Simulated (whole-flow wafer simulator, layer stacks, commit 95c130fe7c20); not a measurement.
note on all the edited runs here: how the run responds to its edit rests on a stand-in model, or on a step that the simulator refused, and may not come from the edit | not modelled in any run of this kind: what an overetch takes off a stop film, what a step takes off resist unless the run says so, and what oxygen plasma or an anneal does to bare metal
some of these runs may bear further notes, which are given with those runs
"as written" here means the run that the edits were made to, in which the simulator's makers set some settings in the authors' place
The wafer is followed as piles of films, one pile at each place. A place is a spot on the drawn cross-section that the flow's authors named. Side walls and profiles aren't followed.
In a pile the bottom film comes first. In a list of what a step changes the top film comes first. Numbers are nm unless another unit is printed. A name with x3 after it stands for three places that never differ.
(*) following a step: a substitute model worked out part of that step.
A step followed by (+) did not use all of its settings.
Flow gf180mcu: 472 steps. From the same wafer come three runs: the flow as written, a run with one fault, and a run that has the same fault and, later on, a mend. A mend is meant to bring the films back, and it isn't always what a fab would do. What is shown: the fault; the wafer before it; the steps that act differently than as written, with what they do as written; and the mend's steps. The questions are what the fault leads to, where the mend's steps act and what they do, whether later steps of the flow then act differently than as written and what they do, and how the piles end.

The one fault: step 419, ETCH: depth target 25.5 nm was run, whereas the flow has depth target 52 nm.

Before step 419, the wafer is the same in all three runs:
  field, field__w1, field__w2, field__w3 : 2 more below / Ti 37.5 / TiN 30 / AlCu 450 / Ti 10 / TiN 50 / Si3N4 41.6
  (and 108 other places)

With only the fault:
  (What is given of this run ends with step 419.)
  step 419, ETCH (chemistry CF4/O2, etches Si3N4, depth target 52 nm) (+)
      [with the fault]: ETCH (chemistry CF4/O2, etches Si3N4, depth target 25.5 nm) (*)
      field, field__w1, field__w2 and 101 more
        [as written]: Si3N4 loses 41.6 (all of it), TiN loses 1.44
        [with the fault]: Si3N4 loses 25.5
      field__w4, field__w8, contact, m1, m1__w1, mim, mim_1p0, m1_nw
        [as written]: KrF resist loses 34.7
        [with the fault]: KrF resist loses 17
  Once step 419 is done, the piles at field, field__w1, field__w2 and 102 more depart from the flow's by more than 2% or 0.5 nm, whichever is larger.
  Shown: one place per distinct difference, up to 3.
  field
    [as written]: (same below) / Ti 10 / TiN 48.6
    [with the fault]: (same below) / Ti 10 / TiN 50 / Si3N4 16.1
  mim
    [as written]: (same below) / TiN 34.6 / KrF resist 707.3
    [with the fault]: (same below) / TiN 34.6 / KrF resist 725

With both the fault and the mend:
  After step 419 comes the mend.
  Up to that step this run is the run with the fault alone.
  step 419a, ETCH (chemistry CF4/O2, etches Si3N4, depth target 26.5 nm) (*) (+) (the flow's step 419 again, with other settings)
      field, field__w1, field__w2 and 101 more
        Si3N4 loses 16.1 (all of it), TiN loses 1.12
      field__w4, field__w8, contact, m1, m1__w1, mim, mim_1p0, m1_nw
        KrF resist loses 16.1
  Every later step of the flow that is run acts as written, at every place that is followed, to within 2% or 0.5 nm, whichever is larger.
  At every place that both follow, the piles at the end match the flow's.
